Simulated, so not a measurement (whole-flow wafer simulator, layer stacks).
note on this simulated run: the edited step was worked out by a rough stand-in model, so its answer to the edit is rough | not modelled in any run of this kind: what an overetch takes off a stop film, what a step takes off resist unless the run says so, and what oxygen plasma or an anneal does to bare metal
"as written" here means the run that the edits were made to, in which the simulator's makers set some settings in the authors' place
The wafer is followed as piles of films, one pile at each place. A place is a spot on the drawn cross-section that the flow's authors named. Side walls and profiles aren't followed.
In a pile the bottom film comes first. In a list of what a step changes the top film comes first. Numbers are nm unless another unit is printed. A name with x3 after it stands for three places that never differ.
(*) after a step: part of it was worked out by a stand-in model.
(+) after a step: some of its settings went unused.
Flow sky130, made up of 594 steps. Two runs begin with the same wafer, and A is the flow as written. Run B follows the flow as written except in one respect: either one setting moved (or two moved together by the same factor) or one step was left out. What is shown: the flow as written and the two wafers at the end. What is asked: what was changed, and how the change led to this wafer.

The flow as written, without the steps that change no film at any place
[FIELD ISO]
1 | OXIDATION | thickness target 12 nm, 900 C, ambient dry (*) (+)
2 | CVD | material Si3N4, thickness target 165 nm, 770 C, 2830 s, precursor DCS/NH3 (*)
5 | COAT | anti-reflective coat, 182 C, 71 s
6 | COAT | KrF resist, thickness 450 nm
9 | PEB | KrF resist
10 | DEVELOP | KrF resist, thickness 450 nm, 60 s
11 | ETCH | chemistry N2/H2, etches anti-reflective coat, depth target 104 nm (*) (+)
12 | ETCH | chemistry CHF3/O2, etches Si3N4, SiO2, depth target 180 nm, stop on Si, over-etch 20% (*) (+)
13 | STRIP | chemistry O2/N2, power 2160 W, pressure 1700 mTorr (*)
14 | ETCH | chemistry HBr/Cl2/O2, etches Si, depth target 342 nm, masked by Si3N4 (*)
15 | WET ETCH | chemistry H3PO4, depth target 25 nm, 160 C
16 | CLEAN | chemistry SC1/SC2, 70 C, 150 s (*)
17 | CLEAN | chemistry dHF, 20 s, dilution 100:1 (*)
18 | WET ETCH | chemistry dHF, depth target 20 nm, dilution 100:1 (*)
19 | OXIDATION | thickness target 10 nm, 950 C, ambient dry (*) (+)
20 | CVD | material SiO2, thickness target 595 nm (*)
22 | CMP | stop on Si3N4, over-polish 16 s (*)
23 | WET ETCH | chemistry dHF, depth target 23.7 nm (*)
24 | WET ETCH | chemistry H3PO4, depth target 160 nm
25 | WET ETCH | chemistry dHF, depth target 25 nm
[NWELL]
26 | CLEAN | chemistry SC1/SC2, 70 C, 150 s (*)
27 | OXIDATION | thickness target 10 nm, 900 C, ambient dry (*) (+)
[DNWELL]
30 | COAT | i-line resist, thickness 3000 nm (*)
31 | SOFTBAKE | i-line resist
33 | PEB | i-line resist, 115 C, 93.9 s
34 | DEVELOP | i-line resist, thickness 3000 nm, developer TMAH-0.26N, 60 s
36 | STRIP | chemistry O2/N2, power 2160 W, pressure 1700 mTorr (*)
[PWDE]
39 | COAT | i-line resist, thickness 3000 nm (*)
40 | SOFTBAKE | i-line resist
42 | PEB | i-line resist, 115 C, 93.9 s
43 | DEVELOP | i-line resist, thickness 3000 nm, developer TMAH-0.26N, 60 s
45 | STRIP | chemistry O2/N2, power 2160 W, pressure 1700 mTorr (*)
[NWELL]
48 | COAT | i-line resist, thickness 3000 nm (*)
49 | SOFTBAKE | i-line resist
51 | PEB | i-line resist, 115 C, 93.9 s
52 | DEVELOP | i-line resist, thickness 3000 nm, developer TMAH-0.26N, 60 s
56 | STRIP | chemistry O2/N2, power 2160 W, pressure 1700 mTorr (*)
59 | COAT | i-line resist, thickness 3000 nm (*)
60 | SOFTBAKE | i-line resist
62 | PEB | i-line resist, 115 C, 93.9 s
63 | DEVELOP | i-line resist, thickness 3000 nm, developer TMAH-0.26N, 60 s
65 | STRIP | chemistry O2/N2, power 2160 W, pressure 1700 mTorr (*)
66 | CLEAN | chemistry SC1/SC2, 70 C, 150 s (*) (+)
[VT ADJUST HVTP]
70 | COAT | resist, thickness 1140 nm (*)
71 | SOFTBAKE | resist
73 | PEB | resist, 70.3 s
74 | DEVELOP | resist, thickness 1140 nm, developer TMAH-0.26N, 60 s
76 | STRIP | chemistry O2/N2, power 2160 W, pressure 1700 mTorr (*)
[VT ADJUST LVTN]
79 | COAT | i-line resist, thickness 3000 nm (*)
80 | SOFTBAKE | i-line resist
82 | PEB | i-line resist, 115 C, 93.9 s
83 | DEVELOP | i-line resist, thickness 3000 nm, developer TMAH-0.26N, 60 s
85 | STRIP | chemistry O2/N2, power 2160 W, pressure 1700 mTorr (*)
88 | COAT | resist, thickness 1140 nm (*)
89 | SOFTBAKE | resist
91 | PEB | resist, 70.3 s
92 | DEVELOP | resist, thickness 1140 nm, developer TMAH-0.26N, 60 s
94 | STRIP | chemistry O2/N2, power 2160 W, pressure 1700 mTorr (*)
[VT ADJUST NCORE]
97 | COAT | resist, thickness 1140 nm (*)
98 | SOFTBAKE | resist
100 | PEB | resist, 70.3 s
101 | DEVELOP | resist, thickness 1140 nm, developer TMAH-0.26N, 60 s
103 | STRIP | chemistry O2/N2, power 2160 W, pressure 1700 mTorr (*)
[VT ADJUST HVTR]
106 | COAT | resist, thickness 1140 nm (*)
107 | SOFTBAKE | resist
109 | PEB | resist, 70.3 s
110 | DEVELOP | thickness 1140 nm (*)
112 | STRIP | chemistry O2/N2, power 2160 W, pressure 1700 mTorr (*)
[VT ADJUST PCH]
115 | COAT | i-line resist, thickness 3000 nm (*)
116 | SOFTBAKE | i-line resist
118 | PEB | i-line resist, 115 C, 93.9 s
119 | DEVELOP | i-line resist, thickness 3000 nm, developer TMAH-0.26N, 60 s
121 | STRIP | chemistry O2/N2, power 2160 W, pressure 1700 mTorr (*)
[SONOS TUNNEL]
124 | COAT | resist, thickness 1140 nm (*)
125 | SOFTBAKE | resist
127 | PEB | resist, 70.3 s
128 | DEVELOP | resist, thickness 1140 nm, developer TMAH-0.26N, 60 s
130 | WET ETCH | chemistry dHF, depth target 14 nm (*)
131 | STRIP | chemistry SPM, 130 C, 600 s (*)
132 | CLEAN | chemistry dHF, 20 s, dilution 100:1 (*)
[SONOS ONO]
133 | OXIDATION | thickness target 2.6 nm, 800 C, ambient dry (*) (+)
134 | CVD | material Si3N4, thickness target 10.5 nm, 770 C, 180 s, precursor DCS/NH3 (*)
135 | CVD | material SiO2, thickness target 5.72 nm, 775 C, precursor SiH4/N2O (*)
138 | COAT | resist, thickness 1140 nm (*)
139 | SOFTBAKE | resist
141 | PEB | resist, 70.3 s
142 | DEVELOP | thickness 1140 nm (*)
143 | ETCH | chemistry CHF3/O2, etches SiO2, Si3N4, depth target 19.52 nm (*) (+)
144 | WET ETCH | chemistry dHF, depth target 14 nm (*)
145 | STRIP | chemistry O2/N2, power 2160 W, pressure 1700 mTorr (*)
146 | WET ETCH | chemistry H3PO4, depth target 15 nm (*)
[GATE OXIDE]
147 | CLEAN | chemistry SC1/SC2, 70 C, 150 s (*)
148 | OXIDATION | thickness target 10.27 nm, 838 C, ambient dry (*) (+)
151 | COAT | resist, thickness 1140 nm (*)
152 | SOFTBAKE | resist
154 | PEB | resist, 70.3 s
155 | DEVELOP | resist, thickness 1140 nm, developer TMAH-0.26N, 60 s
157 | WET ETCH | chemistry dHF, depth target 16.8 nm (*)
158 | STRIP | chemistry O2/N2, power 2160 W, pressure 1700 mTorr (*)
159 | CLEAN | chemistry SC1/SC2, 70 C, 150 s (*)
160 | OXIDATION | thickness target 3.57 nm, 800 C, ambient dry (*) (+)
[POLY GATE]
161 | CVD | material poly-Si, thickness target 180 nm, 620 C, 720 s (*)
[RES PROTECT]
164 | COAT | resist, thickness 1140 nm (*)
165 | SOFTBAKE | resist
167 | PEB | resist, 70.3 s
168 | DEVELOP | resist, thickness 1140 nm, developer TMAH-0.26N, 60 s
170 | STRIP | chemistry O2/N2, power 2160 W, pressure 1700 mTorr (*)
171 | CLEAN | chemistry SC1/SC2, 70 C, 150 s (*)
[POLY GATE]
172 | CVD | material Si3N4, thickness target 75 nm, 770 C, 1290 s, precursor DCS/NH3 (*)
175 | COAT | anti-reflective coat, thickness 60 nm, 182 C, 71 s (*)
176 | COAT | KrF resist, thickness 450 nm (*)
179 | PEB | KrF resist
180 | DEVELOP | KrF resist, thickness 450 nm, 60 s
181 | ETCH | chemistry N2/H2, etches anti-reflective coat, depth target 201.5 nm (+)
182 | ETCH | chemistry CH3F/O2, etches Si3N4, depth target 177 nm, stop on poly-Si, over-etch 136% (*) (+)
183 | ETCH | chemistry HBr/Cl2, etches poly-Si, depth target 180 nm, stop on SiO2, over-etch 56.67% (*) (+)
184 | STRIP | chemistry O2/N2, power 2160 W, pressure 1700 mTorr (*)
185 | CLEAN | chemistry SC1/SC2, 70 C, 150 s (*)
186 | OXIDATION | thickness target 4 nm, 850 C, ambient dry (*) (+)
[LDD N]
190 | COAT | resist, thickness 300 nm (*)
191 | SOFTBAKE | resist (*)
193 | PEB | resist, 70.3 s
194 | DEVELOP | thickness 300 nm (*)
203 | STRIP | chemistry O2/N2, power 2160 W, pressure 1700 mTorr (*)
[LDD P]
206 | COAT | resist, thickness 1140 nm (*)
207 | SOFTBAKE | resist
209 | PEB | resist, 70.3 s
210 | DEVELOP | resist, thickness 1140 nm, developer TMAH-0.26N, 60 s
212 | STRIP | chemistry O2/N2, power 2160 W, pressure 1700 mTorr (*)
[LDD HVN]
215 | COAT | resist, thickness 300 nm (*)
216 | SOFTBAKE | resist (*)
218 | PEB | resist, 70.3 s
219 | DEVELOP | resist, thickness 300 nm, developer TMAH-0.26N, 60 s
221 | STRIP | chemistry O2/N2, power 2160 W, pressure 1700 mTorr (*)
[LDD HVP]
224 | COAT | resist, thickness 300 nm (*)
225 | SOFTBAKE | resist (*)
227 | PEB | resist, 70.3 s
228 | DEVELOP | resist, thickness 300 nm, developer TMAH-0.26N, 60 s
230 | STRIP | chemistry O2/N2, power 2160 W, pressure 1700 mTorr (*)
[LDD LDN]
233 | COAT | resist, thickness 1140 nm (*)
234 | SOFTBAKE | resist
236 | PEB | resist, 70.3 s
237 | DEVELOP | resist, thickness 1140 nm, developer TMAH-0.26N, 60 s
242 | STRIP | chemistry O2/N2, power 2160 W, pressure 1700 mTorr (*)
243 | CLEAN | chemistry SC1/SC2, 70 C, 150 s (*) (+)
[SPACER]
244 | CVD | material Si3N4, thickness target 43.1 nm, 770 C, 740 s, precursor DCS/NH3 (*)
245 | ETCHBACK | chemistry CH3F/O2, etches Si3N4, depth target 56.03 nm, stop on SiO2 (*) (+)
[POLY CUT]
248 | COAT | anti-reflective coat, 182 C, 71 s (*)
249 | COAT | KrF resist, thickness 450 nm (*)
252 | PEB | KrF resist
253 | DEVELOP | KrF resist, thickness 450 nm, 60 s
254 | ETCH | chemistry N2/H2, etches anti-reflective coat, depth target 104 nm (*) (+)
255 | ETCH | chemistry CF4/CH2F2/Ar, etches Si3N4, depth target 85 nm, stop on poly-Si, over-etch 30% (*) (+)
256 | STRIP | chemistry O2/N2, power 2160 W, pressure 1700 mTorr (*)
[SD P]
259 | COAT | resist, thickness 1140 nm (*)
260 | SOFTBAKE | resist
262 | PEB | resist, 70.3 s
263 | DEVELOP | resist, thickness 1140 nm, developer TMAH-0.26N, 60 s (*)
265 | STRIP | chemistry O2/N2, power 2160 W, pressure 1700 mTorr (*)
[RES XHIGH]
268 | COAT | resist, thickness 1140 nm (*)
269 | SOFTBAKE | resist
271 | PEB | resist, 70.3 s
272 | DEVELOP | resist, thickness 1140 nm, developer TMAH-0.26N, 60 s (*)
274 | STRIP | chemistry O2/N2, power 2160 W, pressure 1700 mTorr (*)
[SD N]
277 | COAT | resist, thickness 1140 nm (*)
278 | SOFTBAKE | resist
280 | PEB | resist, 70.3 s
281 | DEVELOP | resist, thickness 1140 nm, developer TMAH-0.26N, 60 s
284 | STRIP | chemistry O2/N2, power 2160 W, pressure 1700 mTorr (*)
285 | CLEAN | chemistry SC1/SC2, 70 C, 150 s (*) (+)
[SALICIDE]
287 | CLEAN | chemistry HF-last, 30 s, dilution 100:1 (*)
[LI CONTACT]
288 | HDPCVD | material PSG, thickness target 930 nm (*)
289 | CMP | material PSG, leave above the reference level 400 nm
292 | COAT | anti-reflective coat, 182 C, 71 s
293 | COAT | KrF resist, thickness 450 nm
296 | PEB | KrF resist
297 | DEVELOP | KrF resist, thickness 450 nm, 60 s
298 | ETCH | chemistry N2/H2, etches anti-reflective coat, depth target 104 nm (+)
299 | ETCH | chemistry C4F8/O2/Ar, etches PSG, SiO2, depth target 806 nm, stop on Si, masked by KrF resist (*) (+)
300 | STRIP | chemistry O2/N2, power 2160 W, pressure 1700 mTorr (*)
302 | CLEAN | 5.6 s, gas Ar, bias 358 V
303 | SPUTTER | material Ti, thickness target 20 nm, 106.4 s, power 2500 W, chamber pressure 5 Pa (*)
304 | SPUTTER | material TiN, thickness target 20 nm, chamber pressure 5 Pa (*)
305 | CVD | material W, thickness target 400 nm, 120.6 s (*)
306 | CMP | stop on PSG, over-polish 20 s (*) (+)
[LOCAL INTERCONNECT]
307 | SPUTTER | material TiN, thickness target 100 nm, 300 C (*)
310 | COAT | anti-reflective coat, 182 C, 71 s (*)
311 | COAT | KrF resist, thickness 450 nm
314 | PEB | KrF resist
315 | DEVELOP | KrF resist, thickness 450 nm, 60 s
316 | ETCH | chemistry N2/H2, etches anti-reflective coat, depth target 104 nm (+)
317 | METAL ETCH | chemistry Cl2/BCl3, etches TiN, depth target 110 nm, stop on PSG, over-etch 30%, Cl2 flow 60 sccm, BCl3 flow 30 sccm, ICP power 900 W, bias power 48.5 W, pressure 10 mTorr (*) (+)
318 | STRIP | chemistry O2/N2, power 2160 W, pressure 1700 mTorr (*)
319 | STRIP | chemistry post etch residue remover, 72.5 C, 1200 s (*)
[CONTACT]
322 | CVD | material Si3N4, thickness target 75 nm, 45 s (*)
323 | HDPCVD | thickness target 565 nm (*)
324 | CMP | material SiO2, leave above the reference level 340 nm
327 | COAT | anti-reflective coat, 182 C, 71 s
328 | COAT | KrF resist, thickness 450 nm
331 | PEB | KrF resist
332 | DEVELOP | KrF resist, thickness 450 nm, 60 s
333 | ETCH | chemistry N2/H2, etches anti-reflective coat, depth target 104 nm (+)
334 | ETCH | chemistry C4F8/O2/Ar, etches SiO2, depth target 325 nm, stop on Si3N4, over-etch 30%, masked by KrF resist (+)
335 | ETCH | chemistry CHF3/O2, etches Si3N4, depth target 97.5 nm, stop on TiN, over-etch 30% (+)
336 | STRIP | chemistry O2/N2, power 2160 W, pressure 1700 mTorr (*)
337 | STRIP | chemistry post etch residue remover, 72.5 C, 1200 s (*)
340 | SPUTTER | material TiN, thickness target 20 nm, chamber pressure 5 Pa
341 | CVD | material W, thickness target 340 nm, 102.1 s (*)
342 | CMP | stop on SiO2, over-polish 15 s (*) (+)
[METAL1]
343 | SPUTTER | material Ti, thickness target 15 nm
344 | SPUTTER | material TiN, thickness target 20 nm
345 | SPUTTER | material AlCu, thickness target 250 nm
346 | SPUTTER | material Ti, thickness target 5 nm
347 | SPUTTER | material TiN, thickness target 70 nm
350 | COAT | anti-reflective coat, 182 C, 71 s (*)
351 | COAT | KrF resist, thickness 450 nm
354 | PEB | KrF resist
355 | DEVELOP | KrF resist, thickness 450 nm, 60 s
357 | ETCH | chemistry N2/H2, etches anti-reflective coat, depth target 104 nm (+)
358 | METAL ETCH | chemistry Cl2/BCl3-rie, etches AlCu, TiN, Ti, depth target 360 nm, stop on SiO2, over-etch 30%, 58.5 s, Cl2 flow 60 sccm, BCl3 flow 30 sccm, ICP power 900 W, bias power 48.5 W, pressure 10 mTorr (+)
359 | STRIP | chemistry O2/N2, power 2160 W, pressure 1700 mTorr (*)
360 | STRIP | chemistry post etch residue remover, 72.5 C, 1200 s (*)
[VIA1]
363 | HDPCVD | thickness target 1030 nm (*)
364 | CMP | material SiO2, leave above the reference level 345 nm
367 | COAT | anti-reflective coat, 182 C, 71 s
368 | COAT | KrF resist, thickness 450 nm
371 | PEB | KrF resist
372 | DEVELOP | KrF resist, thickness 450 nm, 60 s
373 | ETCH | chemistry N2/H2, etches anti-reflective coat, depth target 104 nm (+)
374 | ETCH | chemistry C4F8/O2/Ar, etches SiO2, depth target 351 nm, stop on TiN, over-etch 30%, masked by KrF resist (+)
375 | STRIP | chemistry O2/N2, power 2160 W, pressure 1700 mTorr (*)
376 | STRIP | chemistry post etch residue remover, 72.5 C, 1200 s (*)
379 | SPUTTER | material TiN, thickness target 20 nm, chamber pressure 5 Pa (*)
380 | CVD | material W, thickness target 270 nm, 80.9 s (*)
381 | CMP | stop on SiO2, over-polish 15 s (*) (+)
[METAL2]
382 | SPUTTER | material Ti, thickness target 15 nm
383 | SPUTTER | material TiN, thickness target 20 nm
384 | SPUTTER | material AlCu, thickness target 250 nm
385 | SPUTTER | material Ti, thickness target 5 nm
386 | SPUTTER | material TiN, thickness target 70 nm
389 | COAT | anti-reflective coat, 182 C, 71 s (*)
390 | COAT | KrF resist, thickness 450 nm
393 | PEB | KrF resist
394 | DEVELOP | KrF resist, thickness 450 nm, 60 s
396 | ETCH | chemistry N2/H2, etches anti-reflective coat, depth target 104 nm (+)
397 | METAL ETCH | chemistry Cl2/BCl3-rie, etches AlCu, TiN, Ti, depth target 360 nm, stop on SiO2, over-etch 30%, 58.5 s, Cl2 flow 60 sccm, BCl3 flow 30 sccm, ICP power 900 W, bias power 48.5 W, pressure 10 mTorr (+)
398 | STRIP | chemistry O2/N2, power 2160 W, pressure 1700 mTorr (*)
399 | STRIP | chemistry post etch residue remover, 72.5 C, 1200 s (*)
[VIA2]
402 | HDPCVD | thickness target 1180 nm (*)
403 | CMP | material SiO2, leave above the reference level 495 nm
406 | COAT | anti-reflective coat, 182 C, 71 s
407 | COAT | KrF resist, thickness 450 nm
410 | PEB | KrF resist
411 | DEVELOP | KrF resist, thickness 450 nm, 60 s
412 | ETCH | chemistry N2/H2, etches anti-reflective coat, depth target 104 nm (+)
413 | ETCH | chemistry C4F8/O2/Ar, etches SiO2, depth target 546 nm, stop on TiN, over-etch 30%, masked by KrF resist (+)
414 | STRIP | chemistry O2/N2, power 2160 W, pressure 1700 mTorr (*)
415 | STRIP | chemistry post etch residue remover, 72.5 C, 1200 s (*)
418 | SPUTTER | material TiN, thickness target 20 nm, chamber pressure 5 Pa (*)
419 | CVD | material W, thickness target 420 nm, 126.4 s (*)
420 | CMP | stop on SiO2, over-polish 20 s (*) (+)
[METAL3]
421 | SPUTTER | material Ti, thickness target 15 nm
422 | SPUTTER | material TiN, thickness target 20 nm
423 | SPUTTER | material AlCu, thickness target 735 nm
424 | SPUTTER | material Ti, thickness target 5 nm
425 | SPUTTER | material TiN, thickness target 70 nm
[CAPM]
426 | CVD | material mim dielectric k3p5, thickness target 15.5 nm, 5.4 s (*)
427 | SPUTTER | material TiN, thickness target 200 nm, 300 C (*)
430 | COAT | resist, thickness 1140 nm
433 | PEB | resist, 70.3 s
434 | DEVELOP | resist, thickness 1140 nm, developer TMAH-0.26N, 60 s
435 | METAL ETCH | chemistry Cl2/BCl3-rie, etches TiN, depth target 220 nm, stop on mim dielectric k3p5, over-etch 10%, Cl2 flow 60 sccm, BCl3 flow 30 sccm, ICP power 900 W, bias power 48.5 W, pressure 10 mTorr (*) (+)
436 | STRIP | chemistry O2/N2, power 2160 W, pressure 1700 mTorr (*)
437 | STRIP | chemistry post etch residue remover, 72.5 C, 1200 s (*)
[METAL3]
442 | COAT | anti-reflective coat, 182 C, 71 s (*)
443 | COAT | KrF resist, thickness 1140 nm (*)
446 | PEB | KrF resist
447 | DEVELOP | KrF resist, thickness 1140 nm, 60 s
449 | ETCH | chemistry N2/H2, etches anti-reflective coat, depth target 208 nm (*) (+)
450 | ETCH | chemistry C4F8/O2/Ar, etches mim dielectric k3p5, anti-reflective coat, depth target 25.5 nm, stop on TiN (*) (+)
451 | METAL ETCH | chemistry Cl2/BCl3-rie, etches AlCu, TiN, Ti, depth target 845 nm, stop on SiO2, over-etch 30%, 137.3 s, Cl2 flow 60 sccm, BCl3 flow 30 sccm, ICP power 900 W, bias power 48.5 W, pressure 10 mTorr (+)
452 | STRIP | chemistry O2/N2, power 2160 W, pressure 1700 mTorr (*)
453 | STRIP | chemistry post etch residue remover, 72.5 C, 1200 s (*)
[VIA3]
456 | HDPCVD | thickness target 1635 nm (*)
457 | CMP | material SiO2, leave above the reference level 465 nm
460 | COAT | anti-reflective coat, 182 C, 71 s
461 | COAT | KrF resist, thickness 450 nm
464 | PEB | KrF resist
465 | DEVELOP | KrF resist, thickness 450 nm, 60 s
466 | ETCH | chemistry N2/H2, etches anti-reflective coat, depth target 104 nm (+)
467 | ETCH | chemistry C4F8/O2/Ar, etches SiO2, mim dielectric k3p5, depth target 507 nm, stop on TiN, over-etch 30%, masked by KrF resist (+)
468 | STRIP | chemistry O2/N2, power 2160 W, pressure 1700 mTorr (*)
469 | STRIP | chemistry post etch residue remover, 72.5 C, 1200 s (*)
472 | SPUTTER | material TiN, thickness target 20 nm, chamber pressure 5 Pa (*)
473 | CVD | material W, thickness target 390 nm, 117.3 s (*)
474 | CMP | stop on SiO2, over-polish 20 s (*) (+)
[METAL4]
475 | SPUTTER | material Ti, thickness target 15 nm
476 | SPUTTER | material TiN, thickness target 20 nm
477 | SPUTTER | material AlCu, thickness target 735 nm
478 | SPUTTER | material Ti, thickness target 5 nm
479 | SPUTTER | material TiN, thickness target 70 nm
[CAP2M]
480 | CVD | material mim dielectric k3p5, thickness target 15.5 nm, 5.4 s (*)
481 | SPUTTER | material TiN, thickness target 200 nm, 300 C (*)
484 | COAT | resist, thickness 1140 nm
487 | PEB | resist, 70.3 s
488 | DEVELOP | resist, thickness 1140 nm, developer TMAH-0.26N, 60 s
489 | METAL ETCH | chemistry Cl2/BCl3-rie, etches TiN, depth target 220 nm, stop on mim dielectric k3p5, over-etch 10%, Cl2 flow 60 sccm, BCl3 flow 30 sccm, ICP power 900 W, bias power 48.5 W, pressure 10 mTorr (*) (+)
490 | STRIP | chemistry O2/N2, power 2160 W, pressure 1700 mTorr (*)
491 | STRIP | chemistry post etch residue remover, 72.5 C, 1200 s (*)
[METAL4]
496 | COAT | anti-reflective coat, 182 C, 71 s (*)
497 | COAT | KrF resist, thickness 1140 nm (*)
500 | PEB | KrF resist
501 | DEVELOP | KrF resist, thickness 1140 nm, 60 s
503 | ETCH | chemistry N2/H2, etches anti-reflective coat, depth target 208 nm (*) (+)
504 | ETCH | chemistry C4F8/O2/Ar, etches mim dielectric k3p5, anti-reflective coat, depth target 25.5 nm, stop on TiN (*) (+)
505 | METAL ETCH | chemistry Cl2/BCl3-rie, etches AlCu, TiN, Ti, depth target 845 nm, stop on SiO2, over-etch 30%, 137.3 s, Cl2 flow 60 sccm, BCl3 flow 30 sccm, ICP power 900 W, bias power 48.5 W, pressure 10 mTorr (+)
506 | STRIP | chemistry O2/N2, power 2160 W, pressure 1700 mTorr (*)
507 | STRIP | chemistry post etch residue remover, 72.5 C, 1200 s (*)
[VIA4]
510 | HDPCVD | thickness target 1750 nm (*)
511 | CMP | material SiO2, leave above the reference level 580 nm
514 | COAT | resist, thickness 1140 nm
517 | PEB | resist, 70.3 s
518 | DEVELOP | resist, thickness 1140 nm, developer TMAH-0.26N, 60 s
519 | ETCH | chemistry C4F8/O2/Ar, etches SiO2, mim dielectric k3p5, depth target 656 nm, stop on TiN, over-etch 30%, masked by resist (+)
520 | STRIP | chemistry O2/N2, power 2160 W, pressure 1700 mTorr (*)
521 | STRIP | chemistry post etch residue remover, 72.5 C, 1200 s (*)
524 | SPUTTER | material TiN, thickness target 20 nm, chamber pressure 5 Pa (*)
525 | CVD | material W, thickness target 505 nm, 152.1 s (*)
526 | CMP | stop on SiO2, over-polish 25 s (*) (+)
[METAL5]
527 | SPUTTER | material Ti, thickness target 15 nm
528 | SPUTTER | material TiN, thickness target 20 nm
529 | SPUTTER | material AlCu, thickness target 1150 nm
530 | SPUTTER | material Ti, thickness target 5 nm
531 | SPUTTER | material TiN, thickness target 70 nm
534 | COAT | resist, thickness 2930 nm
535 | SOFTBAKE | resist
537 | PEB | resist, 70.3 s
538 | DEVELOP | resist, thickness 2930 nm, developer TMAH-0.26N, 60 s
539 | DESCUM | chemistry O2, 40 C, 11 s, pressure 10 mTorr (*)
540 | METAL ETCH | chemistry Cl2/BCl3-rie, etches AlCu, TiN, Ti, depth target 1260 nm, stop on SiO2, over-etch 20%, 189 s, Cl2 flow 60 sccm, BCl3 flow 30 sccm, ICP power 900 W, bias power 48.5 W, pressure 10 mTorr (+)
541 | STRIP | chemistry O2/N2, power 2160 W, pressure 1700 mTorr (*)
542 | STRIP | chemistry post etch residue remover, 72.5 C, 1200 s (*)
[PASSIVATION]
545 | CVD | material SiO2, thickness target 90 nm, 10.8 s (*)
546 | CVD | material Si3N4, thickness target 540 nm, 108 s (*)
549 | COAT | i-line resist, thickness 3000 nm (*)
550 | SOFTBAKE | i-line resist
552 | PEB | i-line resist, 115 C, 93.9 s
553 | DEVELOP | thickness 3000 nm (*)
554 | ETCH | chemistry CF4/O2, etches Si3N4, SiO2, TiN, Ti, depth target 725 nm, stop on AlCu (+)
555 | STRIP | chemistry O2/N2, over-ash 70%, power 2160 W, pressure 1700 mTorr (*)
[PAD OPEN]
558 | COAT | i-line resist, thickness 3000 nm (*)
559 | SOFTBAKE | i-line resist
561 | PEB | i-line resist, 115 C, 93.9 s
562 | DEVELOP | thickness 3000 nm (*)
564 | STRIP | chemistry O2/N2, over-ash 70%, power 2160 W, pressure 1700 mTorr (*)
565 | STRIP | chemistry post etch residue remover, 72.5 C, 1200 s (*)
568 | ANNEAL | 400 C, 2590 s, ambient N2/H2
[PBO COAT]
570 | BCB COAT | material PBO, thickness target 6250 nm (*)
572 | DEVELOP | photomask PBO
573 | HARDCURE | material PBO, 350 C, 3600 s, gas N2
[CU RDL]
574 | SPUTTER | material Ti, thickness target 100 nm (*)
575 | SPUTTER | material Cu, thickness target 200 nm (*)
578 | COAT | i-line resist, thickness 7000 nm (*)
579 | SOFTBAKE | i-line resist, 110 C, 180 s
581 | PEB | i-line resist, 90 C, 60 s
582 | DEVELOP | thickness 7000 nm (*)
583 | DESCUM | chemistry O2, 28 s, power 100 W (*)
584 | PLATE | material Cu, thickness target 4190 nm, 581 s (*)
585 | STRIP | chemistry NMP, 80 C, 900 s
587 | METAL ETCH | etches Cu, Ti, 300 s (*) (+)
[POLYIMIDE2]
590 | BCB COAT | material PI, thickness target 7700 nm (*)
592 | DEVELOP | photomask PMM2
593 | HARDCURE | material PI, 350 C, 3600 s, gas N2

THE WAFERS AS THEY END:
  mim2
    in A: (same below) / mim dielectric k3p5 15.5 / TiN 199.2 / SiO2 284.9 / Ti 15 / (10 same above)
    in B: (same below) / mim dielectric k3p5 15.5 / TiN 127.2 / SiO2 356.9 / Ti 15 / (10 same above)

The reason: step 481, SPUTTER: thickness target 128 nm was run, though the flow has thickness target 200 nm.

How this came from the change, step by step:
  481 | SPUTTER | material TiN, thickness target 200 nm, 300 C (*)
      field, active, n_well and 189 more: A TiN gains 200 (new film) | B TiN gains 128 (new film)
  489 | METAL ETCH | chemistry Cl2/BCl3-rie, etches TiN, depth target 220 nm, stop on mim dielectric k3p5, over-etch 10%, Cl2 flow 60 sccm, BCl3 flow 30 sccm, ICP power 900 W, bias power 48.5 W, pressure 10 mTorr (*) (+)
      field, active, n_well and 188 more: A TiN loses 200 (all of it) | B TiN loses 128 (all of it)
      mim2: A resist loses 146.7 | B resist loses 93.9
  490 | STRIP | chemistry O2/N2, power 2160 W, pressure 1700 mTorr (*)
      mim2: A resist loses 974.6 (all of it) | B resist loses 1027.4 (all of it)
  496 | COAT | anti-reflective coat, 182 C, 71 s (*)
      iso_guard__w2: A anti-reflective coat gains 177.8 (new film) | B anti-reflective coat gains 131 (new film)
      mim2: A anti-reflective coat gains 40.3 (new film) | B anti-reflective coat gains 29.5 (new film)
  497 | COAT | KrF resist, thickness 1140 nm (*)
      iso_guard__w2: A KrF resist gains 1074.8 (new film) | B KrF resist gains 1106.3 (new film)
      mim2: A KrF resist gains 1018.9 (new film) | B KrF resist gains 1082.9 (new film)
  506 | STRIP | chemistry O2/N2, power 2160 W, pressure 1700 mTorr (*)
      iso_guard__w2: A KrF resist loses 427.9 (all of it), anti-reflective coat loses 177.8 (all of it) | B KrF resist loses 459.3 (all of it), anti-reflective coat loses 131 (all of it)
      mim2: A KrF resist loses 372.1 (all of it), anti-reflective coat loses 40.3 (all of it) | B KrF resist loses 436 (all of it), anti-reflective coat loses 29.5 (all of it)
  511 | CMP | material SiO2, leave above the reference level 580 nm
      mim2: A SiO2 loses 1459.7 | B SiO2 loses 1387.7
